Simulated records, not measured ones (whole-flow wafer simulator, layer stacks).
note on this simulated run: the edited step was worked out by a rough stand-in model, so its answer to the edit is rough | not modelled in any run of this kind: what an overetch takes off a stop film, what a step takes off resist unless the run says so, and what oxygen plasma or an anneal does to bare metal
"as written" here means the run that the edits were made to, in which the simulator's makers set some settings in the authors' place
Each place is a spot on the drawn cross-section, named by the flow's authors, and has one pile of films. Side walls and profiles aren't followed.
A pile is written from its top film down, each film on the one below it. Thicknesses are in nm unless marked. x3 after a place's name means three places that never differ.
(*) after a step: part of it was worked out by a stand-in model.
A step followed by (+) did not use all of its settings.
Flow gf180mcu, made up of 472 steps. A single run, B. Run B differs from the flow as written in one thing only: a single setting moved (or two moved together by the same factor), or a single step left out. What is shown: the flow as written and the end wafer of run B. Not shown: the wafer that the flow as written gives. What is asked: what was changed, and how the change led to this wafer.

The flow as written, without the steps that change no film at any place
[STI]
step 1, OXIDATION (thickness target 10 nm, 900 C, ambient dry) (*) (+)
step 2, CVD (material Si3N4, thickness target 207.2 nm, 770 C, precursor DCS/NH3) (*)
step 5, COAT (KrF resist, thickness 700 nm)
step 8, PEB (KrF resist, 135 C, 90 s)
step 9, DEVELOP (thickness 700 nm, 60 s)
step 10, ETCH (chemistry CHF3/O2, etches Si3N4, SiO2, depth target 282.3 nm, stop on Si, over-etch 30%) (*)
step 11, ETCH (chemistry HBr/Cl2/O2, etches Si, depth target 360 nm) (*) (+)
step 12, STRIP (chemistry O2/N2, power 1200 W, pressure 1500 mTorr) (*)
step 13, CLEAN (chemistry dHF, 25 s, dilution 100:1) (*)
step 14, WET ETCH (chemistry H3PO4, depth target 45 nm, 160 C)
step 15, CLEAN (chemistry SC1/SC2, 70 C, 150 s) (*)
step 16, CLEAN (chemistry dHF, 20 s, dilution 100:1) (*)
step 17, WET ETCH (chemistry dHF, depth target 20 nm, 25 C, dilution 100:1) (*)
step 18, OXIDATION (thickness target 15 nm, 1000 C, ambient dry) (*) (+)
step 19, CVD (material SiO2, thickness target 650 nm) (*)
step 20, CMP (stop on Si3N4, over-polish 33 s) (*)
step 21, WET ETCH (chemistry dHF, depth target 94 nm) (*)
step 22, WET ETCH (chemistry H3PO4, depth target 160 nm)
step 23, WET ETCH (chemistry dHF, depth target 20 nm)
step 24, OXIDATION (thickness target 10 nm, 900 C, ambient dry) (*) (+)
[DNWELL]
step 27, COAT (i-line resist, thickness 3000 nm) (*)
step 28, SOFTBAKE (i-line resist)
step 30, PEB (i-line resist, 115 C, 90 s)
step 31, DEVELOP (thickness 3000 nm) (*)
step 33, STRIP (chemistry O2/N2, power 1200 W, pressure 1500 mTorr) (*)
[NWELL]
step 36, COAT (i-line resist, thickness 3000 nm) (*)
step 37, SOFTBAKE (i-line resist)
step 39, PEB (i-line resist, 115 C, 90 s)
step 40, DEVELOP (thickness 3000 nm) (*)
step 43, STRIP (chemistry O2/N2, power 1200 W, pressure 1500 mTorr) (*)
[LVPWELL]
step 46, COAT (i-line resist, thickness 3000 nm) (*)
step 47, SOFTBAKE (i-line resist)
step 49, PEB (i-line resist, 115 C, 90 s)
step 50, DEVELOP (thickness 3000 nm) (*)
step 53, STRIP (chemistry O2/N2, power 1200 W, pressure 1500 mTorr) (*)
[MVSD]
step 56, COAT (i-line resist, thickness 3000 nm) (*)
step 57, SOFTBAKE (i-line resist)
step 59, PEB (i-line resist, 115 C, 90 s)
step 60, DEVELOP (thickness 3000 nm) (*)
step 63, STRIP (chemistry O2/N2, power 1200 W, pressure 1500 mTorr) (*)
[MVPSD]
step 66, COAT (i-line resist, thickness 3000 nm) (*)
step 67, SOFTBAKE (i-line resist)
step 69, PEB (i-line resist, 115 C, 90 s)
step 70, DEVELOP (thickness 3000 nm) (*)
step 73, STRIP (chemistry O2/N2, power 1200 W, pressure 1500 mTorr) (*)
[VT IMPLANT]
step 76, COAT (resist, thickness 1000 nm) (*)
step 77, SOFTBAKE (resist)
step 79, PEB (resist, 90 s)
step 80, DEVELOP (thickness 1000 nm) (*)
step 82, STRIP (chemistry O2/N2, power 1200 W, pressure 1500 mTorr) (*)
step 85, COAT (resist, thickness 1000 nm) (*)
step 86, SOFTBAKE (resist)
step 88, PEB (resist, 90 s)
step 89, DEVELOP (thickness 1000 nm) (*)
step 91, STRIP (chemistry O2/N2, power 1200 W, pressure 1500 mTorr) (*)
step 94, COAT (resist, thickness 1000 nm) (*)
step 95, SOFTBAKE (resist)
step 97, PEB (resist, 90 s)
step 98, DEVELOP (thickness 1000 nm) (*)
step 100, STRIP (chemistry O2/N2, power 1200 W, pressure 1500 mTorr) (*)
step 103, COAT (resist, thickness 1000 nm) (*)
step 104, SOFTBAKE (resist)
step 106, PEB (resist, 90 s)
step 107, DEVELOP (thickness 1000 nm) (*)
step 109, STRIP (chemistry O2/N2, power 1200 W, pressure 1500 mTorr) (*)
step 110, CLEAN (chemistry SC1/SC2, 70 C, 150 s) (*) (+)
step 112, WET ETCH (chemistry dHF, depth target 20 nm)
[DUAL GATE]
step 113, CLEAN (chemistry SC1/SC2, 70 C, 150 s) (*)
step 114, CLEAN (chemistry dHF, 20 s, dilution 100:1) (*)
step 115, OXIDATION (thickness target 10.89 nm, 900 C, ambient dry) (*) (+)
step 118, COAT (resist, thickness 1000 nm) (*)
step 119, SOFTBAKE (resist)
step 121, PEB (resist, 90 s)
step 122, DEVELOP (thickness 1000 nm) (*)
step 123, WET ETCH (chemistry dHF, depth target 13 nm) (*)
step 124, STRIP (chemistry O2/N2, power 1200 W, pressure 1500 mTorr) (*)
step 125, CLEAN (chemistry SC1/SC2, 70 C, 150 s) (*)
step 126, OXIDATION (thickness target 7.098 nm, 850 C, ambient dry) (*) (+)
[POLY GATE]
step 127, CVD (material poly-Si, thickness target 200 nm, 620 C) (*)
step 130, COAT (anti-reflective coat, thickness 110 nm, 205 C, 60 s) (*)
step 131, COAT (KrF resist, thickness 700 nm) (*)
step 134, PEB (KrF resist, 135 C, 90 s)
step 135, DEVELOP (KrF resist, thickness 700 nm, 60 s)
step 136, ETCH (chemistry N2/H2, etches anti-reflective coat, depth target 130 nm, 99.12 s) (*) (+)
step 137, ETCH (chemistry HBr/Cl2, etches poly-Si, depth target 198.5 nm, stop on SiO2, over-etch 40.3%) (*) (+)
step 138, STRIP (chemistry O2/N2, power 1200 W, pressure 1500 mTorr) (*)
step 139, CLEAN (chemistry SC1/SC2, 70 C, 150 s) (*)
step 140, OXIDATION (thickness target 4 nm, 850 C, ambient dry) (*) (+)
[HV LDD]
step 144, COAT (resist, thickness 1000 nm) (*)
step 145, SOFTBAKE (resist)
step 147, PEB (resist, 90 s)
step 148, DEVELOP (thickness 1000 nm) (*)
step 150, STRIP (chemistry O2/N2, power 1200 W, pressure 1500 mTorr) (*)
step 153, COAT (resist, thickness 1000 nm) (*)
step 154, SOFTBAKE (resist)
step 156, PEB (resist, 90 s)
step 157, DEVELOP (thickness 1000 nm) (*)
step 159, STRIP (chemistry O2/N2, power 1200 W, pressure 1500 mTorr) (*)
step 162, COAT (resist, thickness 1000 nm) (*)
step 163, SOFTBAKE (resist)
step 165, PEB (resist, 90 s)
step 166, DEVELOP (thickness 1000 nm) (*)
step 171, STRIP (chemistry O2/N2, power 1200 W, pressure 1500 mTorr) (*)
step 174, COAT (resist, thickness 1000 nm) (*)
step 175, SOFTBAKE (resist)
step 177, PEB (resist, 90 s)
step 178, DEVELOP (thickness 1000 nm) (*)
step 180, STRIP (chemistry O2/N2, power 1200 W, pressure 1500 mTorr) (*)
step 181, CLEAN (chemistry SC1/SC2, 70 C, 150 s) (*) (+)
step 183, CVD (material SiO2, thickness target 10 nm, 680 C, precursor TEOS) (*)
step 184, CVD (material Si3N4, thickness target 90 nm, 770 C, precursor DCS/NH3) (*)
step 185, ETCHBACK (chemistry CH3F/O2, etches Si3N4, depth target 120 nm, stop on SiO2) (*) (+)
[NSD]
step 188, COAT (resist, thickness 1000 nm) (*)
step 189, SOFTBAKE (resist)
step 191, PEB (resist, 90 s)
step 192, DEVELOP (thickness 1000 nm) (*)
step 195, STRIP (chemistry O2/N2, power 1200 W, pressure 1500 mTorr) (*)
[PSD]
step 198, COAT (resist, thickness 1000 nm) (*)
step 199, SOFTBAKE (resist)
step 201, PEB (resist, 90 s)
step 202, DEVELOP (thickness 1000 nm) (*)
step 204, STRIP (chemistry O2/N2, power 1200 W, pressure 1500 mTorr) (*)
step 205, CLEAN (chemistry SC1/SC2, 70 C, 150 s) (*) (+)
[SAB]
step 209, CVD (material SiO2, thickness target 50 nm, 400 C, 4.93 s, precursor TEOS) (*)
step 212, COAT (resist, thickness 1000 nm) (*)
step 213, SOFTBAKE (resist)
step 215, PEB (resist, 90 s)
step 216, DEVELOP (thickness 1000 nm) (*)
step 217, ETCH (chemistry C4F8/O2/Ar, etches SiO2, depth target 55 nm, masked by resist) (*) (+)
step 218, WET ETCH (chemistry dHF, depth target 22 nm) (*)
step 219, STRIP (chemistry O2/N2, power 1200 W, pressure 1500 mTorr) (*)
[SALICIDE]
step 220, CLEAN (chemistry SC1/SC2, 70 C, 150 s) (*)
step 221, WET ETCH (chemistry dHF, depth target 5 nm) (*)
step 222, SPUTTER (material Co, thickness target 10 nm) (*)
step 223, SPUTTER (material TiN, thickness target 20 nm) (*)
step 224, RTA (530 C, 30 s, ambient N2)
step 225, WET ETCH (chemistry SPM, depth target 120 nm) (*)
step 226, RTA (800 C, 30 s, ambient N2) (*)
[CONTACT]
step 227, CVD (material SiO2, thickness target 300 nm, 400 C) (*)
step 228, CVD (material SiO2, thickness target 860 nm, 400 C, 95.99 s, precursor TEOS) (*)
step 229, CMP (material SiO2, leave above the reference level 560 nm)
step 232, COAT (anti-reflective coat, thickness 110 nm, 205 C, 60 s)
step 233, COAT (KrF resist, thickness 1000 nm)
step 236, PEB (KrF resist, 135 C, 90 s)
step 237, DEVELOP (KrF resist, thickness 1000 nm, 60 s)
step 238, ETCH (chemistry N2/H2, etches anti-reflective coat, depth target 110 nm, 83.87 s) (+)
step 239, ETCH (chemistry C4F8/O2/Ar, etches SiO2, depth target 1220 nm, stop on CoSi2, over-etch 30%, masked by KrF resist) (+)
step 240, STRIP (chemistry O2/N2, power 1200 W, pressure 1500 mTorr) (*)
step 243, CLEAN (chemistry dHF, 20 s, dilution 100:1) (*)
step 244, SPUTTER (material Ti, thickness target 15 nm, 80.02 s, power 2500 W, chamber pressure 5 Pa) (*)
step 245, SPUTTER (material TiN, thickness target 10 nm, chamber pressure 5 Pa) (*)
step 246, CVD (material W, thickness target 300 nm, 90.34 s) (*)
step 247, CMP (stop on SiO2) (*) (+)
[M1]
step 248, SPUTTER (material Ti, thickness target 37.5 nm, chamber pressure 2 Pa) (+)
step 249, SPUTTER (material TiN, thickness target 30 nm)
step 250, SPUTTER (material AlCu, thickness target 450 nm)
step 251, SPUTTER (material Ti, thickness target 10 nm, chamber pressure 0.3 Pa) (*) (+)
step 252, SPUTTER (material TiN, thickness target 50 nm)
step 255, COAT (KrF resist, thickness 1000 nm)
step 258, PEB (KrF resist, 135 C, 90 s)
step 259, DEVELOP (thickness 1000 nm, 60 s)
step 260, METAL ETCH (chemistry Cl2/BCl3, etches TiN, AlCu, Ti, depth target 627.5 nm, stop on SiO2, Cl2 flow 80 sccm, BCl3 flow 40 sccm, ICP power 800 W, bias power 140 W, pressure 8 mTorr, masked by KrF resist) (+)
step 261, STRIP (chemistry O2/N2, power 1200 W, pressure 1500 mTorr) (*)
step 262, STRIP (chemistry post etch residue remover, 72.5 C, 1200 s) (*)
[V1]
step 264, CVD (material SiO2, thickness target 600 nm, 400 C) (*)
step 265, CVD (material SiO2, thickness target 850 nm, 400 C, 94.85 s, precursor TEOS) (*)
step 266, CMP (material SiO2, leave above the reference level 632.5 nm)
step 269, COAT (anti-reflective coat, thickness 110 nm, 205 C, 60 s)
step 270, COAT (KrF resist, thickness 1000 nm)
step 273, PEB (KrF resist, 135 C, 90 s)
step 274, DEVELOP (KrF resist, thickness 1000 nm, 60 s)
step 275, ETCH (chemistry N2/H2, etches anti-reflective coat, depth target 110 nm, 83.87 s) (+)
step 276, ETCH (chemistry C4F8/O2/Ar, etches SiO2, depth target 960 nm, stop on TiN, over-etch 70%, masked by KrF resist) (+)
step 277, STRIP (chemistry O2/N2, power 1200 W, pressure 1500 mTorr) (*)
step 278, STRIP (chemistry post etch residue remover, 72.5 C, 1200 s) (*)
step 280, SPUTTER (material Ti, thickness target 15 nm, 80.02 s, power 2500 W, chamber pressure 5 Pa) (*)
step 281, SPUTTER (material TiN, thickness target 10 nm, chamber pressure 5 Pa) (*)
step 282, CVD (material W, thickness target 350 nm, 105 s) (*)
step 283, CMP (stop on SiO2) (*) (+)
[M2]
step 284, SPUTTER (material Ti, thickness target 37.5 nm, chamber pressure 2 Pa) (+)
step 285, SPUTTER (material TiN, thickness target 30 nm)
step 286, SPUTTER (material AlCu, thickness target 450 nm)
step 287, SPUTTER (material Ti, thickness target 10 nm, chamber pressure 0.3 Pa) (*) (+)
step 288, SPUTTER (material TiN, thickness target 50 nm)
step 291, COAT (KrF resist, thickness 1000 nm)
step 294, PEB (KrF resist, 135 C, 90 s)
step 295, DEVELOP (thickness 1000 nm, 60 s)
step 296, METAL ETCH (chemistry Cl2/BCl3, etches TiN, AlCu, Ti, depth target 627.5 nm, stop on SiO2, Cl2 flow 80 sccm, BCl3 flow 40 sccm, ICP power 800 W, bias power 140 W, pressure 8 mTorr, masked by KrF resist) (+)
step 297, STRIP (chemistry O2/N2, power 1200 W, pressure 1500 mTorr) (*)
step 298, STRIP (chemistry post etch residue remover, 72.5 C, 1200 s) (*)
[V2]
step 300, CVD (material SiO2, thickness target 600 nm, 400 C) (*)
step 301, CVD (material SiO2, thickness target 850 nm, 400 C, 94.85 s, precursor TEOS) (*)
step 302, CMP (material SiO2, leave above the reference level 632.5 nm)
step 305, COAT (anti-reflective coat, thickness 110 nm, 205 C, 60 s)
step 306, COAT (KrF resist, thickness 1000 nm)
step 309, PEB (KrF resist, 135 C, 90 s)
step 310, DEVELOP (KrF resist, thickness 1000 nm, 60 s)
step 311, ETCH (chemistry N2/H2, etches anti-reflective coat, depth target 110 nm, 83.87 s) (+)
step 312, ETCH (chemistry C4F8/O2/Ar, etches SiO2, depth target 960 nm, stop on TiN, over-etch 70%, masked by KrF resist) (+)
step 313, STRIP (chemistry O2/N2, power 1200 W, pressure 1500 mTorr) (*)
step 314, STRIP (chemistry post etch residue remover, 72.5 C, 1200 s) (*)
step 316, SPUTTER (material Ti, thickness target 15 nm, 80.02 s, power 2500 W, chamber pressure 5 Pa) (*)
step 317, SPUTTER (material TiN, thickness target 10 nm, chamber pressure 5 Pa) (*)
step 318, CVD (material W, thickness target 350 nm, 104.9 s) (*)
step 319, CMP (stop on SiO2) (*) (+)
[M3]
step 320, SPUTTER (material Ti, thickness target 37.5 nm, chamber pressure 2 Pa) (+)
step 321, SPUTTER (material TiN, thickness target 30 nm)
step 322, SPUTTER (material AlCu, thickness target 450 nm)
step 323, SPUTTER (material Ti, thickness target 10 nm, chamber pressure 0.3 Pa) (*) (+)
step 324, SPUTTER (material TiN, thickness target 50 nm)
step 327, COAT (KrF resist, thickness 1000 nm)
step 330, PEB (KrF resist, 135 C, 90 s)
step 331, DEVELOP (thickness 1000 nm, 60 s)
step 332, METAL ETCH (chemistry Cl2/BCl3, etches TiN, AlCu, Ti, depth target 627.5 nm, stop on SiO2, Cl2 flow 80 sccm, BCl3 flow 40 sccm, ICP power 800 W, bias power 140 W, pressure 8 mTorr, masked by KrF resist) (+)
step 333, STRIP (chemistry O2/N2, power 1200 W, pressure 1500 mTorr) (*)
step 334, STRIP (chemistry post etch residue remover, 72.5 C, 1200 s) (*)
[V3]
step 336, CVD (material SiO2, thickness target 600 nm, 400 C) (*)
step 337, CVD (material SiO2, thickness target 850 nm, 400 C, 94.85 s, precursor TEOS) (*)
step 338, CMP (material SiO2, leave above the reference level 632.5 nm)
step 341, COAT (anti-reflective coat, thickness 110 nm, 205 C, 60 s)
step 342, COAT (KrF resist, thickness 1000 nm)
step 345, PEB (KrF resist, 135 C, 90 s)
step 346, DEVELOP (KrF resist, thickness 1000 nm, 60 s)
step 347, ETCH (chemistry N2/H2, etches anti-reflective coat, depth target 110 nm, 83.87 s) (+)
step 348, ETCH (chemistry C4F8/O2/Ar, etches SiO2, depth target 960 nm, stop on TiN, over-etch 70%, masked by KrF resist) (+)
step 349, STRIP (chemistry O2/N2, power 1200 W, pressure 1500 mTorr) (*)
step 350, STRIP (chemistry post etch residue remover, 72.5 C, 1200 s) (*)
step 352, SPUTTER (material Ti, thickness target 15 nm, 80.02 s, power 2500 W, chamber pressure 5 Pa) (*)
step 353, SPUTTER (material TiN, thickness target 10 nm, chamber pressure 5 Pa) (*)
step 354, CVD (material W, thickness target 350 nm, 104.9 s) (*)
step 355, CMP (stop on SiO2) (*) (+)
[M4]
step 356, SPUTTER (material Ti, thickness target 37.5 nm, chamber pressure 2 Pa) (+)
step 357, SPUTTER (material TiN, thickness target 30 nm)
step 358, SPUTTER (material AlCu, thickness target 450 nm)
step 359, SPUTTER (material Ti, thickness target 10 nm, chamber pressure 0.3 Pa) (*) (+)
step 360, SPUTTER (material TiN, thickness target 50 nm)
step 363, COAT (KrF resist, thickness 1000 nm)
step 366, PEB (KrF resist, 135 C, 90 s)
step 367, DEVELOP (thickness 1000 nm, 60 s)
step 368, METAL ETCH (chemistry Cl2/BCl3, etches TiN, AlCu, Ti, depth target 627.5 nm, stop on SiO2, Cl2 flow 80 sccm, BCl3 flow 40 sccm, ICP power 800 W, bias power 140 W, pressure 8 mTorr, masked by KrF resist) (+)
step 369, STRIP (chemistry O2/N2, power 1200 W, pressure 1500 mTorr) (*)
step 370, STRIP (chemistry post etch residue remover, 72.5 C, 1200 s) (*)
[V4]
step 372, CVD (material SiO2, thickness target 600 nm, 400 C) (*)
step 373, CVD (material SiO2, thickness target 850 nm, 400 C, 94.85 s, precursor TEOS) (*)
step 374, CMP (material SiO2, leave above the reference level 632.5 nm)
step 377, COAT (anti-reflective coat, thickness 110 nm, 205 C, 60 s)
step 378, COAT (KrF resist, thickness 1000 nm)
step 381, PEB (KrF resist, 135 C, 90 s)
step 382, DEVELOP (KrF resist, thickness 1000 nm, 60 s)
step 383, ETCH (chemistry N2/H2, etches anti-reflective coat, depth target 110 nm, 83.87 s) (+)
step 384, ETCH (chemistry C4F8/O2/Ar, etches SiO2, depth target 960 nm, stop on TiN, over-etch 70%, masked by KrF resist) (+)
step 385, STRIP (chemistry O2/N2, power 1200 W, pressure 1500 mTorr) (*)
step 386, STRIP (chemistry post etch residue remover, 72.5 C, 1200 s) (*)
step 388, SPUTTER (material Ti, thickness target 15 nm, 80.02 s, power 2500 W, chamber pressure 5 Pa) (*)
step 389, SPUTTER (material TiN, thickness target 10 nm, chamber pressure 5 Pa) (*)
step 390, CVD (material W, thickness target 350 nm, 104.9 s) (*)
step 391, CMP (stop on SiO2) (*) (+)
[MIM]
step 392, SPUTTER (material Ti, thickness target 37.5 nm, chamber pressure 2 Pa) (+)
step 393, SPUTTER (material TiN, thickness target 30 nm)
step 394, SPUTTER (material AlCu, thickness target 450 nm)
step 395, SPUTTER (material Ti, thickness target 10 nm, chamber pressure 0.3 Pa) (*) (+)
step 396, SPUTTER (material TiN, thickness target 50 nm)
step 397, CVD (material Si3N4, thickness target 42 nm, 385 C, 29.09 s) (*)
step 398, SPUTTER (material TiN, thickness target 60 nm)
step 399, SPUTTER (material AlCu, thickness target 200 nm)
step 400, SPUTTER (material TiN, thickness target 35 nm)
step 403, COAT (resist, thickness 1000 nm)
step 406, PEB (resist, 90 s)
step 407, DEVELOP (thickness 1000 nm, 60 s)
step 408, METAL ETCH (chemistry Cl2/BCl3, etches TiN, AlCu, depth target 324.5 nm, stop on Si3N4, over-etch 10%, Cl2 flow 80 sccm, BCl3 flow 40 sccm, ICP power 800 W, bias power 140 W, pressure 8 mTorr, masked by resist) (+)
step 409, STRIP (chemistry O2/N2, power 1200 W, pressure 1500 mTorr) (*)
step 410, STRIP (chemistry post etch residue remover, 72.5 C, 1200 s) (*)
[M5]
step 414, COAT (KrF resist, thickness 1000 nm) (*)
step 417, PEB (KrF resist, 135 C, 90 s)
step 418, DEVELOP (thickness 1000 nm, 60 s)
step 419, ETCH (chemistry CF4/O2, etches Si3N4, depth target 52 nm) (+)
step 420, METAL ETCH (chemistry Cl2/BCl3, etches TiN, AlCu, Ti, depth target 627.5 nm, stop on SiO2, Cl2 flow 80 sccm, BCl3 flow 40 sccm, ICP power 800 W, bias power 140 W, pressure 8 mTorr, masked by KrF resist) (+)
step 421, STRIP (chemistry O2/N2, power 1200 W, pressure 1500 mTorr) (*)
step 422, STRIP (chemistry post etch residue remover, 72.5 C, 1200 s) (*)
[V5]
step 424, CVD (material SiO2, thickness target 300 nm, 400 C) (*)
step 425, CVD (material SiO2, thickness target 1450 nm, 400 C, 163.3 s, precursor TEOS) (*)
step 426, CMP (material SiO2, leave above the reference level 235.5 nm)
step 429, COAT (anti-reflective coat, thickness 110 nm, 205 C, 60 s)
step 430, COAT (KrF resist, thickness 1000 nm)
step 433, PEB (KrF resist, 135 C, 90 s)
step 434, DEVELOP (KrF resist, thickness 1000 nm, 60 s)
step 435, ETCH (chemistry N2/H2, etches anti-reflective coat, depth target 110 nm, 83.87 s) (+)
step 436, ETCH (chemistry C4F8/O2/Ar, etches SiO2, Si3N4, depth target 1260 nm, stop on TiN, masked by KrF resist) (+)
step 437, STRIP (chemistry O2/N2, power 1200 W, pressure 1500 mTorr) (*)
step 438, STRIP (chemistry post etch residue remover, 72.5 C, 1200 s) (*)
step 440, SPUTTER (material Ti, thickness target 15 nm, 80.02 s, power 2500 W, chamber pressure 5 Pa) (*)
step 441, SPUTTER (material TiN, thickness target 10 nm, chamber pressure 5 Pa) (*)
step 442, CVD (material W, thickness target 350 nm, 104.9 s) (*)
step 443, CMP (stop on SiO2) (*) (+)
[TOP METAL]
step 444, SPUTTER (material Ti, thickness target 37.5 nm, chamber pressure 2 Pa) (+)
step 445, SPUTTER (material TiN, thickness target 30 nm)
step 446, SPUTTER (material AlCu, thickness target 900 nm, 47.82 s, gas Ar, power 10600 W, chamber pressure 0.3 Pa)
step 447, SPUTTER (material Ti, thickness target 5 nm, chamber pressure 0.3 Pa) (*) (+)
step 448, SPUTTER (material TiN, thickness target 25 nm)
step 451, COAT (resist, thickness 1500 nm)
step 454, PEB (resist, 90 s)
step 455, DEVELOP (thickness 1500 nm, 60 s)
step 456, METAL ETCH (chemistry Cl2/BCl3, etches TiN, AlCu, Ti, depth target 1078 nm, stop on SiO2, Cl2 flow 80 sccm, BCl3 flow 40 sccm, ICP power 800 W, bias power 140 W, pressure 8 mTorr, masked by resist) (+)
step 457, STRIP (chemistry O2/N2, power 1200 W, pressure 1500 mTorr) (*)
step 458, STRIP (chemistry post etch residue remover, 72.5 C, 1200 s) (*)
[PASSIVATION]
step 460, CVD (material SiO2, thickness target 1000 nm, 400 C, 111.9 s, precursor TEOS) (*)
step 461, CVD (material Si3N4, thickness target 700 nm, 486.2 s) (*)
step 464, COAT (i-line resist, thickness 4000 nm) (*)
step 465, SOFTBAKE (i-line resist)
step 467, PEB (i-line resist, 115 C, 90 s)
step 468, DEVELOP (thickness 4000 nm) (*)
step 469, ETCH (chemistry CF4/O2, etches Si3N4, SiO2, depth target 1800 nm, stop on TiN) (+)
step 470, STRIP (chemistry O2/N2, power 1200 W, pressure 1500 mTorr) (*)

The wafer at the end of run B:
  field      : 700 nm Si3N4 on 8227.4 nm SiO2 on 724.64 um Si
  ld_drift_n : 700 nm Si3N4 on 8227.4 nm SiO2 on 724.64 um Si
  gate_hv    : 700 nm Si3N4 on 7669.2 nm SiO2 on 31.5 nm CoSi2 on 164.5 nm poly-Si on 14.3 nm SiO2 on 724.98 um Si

What caused this: step 222, SPUTTER: thickness target 9 nm was run, while the flow as written has thickness target 10 nm.

Step by step, how the change led to this:
  step 222, SPUTTER (material Co, thickness target 10 nm) (*)
      field, field__w7, field__w8 and 71 more: Co gains 9 (new film) (in the flow as written it would be: Co gains 10 (new film))
      field__w2, mim: Co gains 7.79 (new film) (in the flow as written it would be: Co gains 8.65 (new film))
      (and at 35 other places as well)
  step 224, RTA (530 C, 30 s, ambient N2)
      gate, gate_hv, gate_p and 22 more: under 1 film: CoSi gains 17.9 (new film), Co loses 9 (all of it), poly-Si loses 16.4 (in the flow as written it would be: under 1 film: CoSi gains 19.9 (new film), Co loses 10 (all of it), poly-Si loses 18.2)
      active, p_well, sd_n and 11 more: under 1 film: CoSi gains 17.9 (new film), Co loses 9 (all of it), Si loses 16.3 (in the flow as written it would be: under 1 film: CoSi gains 19.9 (new film), Co loses 10 (all of it), Si loses 18.1)
      (and at 10 other places as well)
  step 225, WET ETCH (chemistry SPM, depth target 120 nm) (*)
      field, field__w7, field__w8 and 32 more: TiN loses 20 (all of it), Co loses 9 (all of it) (in the flow as written it would be: TiN loses 20 (all of it), Co loses 10 (all of it))
      field__w9, nw_enc_fld_lv__w3: TiN loses 19.1 (all of it), Co loses 8.64 (all of it) (in the flow as written it would be: TiN loses 19.1 (all of it), Co loses 9.6 (all of it))
      (and at 25 other places as well)
  step 226, RTA (800 C, 30 s, ambient N2) (*)
      gate, gate_hv, gate_p and 22 more: CoSi2 gains 31.5 (new film), CoSi loses 17.9 (all of it), poly-Si loses 16.4 (in the flow as written it would be: CoSi2 gains 35 (new film), CoSi loses 19.9 (all of it), poly-Si loses 18.2)
      active, p_well, sd_n and 11 more: CoSi2 gains 31.5 (new film), CoSi loses 17.9 (all of it), Si loses 16.3 (in the flow as written it would be: CoSi2 gains 35 (new film), CoSi loses 19.9 (all of it), Si loses 18.1)
      (and at 10 other places as well)
